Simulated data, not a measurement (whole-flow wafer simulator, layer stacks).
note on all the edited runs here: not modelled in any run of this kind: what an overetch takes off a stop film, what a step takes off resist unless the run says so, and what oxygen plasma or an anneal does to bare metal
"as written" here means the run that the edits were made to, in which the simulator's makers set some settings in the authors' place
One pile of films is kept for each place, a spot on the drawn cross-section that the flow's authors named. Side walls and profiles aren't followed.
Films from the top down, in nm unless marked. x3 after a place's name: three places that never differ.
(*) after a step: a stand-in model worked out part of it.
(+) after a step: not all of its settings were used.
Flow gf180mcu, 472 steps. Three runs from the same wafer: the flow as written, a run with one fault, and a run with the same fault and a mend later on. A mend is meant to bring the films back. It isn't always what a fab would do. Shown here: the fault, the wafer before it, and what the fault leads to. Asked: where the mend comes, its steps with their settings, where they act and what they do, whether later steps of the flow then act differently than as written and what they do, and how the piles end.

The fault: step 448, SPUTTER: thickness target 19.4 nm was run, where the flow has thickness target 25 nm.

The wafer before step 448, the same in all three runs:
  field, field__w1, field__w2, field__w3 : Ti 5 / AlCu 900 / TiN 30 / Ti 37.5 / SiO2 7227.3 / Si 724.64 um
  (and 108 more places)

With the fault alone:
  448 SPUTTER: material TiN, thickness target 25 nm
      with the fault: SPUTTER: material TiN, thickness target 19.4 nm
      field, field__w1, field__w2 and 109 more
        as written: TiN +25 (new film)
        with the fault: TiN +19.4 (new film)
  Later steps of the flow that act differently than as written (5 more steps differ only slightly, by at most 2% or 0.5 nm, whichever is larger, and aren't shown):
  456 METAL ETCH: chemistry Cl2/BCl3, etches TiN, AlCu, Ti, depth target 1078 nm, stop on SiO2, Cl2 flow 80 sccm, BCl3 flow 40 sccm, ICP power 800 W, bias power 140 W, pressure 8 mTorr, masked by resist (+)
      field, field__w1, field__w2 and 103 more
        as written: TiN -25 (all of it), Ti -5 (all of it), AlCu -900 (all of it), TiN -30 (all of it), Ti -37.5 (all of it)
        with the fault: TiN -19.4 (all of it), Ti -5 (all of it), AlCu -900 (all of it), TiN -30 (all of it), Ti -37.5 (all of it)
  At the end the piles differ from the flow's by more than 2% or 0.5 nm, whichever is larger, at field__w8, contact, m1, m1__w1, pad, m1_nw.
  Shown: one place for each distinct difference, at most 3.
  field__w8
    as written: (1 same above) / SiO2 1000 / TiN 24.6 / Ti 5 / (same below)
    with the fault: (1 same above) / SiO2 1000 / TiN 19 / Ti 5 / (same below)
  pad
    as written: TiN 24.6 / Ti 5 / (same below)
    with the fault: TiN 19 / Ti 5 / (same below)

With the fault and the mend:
  The mend comes after step 455.
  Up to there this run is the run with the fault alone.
  455a STRIP: chemistry O2/N2, power 2160 W, pressure 1700 mTorr (*)
      field__w8, contact, m1, m1__w1, pad, m1_nw
        resist -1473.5 (all of it)
  455b SPUTTER: material TiN, thickness target 5.6 nm (the flow's step 448 once more, with other settings)
      field, field__w1, field__w2 and 109 more
        TiN +5.6
  455c HMDS: 120 C, 60 s (the flow's step 450 once more)
      changes no film at any place that is followed
  455d COAT: resist, thickness 1500 nm (the flow's step 451 once more)
      field, field__w1, field__w2 and 109 more
        resist +1500 (new film)
  455e SOFTBAKE: resist (the flow's step 452 once more)
      changes no film at any place that is followed
  455f EXPOSE: photomask MetalTop (the flow's step 453 once more)
      changes no film at any place that is followed
  455g PEB: resist, 70.3 s (the flow's step 454 once more)
      field, field__w1, field__w2 and 109 more
        resist -26.5
  455h DEVELOP: thickness 1500 nm, 60 s (the flow's step 455 once more)
      field, field__w1, field__w2 and 103 more
        resist -1473.5 (all of it)
  No later step of the flow acts differently than as written at any place that is followed.
  At the end the piles are the same as the flow's at every place that both follow.
